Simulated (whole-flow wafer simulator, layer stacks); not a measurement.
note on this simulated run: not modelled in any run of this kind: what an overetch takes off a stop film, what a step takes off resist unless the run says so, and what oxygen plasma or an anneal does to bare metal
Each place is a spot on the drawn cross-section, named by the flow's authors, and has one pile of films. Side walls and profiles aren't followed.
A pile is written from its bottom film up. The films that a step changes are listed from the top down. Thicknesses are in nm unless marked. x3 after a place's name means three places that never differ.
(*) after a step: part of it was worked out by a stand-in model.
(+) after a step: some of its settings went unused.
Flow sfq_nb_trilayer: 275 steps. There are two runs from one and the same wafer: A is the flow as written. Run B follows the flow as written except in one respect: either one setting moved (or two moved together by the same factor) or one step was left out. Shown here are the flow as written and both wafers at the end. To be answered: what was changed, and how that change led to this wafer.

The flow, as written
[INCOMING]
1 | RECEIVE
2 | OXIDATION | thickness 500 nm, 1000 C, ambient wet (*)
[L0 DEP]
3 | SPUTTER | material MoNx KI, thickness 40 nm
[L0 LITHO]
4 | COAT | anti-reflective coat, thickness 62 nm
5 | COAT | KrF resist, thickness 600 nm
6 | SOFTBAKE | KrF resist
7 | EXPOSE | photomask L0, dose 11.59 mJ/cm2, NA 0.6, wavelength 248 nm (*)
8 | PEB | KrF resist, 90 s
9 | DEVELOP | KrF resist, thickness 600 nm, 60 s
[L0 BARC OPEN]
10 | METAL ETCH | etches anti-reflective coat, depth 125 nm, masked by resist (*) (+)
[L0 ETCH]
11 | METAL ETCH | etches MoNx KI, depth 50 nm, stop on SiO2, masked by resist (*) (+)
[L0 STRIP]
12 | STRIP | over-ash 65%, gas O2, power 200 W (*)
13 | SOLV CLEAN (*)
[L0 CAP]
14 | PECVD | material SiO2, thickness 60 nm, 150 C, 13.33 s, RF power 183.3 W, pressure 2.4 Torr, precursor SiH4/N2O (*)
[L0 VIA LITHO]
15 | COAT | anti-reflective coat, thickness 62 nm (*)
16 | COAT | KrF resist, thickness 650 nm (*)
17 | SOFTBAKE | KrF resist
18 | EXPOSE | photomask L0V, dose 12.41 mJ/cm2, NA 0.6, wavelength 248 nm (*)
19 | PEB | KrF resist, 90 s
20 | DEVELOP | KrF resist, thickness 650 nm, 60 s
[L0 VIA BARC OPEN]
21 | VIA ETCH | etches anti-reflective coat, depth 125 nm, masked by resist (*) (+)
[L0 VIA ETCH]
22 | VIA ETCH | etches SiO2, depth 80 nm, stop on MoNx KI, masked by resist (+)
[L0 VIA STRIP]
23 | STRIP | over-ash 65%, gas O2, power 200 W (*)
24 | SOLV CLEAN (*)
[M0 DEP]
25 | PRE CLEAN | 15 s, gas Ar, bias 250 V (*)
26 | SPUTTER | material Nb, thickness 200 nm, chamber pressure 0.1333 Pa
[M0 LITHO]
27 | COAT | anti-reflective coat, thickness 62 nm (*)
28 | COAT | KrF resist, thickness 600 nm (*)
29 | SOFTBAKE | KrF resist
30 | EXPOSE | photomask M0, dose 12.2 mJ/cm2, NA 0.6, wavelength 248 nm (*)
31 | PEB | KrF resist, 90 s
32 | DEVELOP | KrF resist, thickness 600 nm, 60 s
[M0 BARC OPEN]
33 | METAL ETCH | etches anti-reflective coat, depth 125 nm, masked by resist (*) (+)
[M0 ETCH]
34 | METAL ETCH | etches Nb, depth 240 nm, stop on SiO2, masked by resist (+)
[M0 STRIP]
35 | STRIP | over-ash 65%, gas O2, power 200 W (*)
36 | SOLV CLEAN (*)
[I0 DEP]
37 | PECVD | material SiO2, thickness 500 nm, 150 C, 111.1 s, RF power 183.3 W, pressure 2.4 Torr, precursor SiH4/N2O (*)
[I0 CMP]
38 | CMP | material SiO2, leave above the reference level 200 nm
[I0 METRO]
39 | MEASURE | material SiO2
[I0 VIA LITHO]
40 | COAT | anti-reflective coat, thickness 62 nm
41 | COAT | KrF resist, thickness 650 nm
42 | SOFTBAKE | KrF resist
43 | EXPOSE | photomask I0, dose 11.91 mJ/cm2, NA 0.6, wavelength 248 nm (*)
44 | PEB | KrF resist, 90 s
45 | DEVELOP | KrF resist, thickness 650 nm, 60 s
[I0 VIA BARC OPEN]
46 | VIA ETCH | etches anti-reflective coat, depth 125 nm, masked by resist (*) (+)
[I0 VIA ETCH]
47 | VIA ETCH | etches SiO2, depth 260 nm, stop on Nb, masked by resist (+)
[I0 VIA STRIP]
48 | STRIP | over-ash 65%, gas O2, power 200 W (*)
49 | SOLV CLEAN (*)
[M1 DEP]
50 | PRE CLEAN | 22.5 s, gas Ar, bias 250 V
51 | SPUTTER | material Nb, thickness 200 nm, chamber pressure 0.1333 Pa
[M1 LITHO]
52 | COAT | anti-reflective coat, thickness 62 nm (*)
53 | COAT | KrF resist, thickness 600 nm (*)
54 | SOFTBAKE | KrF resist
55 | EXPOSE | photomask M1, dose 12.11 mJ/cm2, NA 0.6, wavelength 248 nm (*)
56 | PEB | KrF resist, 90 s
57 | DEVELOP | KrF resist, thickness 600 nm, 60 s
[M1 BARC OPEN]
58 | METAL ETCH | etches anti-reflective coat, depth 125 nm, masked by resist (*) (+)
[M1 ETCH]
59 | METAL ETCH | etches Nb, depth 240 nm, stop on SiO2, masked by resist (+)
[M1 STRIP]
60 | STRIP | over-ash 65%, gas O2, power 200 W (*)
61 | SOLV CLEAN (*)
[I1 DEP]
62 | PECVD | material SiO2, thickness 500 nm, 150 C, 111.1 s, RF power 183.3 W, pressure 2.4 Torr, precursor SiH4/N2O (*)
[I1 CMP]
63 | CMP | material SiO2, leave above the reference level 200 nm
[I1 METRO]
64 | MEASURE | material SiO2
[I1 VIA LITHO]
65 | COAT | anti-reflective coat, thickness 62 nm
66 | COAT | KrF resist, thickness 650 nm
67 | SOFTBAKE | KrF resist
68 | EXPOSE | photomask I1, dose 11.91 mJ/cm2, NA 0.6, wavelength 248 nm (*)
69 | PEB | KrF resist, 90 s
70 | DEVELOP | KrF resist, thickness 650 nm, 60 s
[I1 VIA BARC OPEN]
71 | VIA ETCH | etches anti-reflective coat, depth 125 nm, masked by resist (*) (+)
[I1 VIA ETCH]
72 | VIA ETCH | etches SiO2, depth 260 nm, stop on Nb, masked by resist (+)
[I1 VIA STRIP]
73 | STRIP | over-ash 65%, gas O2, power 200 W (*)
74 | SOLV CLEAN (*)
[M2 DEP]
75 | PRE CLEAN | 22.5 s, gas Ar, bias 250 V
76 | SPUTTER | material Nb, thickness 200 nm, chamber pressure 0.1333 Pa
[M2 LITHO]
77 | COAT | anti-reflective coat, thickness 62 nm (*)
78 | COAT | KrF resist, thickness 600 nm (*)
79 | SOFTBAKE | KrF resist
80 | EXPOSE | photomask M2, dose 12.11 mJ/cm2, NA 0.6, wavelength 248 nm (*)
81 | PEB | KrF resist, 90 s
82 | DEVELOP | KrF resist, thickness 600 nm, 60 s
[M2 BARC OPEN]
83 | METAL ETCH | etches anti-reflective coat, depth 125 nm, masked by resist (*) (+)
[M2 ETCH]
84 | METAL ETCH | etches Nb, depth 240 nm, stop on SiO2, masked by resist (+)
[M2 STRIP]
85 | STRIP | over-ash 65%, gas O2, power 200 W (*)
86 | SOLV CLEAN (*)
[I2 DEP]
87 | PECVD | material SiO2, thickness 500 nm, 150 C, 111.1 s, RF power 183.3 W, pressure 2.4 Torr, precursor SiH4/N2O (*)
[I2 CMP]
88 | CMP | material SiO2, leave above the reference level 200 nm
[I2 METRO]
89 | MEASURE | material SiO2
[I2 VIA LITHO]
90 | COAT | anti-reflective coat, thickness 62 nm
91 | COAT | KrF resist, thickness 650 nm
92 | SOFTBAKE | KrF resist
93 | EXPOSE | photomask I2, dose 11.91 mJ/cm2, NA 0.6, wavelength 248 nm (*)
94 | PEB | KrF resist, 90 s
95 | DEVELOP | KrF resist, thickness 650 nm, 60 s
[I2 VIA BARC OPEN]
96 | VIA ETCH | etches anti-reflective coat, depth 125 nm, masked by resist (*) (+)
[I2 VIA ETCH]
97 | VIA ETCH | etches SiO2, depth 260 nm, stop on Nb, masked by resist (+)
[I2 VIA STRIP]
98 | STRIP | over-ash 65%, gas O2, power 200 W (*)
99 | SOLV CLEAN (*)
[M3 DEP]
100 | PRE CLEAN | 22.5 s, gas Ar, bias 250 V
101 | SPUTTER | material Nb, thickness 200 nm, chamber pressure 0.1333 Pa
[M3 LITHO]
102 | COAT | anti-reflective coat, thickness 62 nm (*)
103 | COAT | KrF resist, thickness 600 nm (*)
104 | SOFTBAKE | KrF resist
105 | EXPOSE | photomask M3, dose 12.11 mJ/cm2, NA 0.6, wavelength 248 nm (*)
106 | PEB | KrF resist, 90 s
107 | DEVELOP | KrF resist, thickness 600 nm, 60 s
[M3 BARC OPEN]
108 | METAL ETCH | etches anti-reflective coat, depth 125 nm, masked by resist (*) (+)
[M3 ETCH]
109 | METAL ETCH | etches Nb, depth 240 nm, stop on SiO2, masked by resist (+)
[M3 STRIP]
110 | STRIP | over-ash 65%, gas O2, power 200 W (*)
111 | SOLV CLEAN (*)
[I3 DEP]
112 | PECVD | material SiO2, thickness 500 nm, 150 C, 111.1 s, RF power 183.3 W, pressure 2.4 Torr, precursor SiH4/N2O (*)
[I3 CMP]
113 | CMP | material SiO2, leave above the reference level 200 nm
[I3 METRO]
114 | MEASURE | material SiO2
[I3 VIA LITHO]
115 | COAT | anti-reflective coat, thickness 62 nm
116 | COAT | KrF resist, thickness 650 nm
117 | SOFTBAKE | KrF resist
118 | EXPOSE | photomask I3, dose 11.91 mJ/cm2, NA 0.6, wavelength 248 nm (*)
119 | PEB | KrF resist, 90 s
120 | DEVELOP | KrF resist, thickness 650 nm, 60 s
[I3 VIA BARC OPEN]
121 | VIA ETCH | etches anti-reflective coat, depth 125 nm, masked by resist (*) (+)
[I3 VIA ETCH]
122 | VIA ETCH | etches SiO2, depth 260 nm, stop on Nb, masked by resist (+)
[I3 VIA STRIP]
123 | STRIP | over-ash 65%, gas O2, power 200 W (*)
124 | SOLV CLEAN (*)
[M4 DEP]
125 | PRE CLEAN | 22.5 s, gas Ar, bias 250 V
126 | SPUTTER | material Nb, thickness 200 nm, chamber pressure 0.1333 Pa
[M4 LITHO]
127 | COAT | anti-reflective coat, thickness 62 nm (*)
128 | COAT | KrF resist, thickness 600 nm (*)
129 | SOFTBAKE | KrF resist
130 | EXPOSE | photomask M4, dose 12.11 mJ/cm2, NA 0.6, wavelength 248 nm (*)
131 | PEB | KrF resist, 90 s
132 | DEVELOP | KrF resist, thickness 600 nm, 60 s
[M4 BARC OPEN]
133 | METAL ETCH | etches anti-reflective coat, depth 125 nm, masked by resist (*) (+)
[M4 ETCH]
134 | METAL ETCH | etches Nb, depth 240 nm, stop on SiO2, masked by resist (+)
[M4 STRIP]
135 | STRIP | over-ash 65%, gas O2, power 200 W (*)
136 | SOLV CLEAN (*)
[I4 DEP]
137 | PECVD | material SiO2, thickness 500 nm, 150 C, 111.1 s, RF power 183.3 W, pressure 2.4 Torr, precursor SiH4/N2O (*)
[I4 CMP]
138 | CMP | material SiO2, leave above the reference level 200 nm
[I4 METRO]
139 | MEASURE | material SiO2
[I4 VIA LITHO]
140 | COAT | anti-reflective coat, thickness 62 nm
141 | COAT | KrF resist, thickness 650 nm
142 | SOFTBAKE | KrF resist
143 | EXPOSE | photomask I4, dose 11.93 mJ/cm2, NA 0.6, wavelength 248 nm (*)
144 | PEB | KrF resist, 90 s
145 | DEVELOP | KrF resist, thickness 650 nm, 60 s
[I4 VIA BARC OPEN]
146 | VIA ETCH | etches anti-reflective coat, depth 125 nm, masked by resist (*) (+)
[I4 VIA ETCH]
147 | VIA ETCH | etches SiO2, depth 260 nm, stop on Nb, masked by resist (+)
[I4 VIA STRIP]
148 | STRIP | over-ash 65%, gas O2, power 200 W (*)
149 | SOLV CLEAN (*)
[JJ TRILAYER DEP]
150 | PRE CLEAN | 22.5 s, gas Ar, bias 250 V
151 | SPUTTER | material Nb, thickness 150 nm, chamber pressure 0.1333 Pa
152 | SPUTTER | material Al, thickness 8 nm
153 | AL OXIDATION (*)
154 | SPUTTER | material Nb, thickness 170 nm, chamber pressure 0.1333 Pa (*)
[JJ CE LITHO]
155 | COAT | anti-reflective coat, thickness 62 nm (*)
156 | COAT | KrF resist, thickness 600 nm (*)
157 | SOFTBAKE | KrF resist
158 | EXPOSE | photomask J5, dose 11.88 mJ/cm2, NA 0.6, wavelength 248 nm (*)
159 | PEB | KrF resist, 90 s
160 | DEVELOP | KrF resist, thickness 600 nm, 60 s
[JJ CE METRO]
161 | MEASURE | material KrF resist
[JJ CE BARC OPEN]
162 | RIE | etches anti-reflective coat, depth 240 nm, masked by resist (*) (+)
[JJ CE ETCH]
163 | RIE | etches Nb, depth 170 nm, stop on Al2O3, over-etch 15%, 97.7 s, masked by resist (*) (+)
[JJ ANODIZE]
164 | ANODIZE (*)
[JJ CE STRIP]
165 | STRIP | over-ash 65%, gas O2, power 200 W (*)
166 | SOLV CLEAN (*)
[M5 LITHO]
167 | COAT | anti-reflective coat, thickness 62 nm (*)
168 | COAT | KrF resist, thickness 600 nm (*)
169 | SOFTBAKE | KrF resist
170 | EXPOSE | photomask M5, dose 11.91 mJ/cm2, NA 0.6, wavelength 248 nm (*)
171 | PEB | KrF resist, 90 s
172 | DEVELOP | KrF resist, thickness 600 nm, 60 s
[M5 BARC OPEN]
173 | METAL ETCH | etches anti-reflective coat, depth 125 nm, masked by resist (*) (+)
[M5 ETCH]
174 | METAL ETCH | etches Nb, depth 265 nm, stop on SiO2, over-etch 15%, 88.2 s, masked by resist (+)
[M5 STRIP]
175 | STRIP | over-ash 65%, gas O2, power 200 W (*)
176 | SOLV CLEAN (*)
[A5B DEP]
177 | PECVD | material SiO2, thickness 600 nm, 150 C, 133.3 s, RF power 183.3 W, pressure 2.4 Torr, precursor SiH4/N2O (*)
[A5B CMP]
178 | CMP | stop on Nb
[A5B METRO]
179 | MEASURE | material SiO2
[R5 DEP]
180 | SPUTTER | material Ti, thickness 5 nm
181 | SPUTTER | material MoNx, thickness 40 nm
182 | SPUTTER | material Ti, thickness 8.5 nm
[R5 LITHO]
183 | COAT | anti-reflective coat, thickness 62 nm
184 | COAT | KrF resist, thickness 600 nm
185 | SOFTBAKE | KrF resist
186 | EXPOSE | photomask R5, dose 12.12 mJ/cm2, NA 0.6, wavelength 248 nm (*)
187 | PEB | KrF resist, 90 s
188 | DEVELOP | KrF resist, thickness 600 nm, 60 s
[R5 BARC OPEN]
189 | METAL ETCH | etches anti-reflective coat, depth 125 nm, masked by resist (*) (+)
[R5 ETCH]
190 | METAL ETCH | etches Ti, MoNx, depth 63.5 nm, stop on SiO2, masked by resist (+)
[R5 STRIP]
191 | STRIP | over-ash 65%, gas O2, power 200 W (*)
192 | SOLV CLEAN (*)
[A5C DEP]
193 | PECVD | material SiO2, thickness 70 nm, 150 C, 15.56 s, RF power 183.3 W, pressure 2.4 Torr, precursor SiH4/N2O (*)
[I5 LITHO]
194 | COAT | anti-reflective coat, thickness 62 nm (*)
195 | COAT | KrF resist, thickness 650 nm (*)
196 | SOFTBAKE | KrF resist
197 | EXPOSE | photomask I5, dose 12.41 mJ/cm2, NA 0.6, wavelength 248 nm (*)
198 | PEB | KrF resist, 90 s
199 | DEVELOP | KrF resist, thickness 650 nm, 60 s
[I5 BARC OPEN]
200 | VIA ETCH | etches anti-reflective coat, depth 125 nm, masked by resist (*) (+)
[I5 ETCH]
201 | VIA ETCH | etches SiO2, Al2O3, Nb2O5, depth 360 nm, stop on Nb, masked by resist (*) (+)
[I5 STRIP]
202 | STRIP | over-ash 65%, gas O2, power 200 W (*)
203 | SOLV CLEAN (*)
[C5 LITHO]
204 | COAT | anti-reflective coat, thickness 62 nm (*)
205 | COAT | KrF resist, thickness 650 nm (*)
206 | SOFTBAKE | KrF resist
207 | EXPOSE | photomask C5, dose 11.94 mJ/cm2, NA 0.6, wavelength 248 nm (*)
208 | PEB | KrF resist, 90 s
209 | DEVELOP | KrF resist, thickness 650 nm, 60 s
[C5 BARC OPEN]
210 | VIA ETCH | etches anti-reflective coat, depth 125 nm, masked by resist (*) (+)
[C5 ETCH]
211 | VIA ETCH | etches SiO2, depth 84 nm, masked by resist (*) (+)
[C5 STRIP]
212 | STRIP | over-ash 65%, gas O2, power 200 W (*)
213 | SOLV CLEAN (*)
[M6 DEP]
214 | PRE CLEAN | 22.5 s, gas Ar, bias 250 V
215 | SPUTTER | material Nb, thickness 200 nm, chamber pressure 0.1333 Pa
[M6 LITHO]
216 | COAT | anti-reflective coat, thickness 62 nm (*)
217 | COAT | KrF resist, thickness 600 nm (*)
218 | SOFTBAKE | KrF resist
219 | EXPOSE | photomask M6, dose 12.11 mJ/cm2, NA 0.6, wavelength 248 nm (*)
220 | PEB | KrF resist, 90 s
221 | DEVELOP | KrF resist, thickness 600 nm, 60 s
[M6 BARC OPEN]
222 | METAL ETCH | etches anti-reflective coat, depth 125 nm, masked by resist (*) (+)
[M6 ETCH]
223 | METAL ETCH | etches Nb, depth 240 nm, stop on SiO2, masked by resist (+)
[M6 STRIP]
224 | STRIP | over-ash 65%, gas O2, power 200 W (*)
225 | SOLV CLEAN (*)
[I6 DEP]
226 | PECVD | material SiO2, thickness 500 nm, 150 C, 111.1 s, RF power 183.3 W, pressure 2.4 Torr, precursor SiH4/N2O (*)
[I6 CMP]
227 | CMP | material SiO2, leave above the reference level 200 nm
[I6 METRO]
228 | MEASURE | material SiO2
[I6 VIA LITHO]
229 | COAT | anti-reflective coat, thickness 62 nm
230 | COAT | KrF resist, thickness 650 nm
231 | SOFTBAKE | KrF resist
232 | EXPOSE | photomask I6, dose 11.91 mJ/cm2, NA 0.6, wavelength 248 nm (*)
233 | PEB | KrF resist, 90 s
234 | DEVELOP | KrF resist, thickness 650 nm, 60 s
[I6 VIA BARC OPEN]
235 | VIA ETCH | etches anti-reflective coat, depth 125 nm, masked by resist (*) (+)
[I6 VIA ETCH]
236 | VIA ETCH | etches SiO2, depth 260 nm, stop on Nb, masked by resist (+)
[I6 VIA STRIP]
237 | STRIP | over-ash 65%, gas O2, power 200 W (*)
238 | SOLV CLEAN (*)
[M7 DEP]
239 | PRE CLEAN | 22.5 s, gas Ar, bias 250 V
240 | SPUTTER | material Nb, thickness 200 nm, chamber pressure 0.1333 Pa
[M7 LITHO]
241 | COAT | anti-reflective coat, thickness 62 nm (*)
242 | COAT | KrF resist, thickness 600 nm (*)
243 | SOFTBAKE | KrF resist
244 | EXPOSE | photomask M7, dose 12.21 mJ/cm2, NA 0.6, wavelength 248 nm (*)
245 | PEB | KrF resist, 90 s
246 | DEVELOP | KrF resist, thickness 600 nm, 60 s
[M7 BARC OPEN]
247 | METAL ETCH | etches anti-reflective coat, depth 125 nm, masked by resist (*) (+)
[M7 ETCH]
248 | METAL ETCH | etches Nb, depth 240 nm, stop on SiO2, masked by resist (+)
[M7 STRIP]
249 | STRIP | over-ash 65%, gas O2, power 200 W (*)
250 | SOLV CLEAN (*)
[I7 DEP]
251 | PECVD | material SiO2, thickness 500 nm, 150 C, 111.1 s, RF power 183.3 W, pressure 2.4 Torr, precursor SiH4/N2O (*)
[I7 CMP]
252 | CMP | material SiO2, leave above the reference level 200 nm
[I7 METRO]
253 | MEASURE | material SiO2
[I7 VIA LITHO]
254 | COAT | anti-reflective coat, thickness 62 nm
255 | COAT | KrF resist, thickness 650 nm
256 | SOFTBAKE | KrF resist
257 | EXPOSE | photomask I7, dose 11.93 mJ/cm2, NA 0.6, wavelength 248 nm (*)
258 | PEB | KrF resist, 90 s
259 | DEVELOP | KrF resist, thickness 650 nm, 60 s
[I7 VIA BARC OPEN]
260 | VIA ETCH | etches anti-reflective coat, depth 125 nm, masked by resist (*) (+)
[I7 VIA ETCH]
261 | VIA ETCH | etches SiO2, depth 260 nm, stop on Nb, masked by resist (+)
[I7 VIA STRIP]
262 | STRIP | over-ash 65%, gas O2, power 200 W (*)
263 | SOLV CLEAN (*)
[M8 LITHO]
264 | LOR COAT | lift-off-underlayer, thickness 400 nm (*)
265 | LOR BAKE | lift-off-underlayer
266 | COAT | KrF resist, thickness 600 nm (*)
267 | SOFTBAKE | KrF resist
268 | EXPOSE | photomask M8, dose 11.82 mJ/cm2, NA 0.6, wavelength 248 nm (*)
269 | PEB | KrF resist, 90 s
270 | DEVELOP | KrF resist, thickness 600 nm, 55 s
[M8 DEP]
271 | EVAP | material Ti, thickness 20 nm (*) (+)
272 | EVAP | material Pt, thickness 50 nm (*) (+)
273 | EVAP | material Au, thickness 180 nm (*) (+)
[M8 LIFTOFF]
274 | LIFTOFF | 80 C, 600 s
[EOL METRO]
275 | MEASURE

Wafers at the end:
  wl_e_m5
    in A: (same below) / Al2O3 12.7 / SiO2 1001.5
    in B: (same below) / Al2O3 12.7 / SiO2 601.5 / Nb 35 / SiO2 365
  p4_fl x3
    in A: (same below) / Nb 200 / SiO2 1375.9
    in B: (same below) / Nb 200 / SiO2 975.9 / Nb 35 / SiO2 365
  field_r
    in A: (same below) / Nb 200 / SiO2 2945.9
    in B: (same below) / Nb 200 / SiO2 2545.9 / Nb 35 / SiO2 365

What caused this: step 248, METAL ETCH: depth 165 nm was run, while the flow as written has depth 240 nm.

The path from the change to this, step by step:
  248 | METAL ETCH | etches Nb, depth 240 nm, stop on SiO2, masked by resist (+)
      field_l, field_r, lsp_l and 62 more: A Nb loses 200 (all of it) | B Nb loses 165
      v_sur, via_wl, via_w and 38 more: A KrF resist loses 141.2 | B KrF resist loses 97.1
  249 | STRIP | over-ash 65%, gas O2, power 200 W (*)
      wl_j_sl, wl_jj, wl_j_sr and 14 more: A KrF resist loses 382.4 (all of it), anti-reflective coat loses 62 (all of it) | B KrF resist loses 426.5 (all of it), anti-reflective coat loses 62 (all of it)
      ln_m5, lsp_m: A KrF resist loses 381.9 (all of it), anti-reflective coat loses 61.8 (all of it) | B KrF resist loses 426 (all of it), anti-reflective coat loses 61.8 (all of it)
      (also at 22 further places)
  251 | PECVD | material SiO2, thickness 500 nm, 150 C, 111.1 s, RF power 183.3 W, pressure 2.4 Torr, precursor SiH4/N2O (*)
      field_l, p4_fl x3, p4_w1 x9 and 46 more: A SiO2 gains 500 | B SiO2 gains 500 (new film)
      field_r, lsp_l: A SiO2 gains 477.7 | B SiO2 gains 481.6 (new film)
      (also at 4 further places)
  252 | CMP | material SiO2, leave above the reference level 200 nm
      field_l, p4_fl x3, p4_w1 x9 and 46 more: A SiO2 loses 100 | B SiO2 loses 135
      field_r, lsp_l: A SiO2 loses 77.7 | B SiO2 loses 116.6
      (also at 2 further places)
With metal films that touch counted as one body, wl_e_m5 has 7 bodies (between them, from the top down: SiO2 601.5 / Al2O3 12.7 / Nb2O5 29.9; SiO2 192.5; SiO2 192.5; SiO2 192.5; SiO2 192.5; SiO2 192.5); the flow as written gives 6 bodies (between them, from the top down: SiO2 192.5; SiO2 192.5; SiO2 192.5; SiO2 192.5; SiO2 192.5).
With metal films that touch counted as one body, p4_fl x3 has 3 bodies (between them, from the top down: SiO2 975.9; SiO2 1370); the flow as written gives 2 bodies (between them, from the top down: SiO2 1370).
With metal films that touch counted as one body, field_r has 2 bodies (between them, from the top down: SiO2 2545.9); the flow as written gives 1 body.
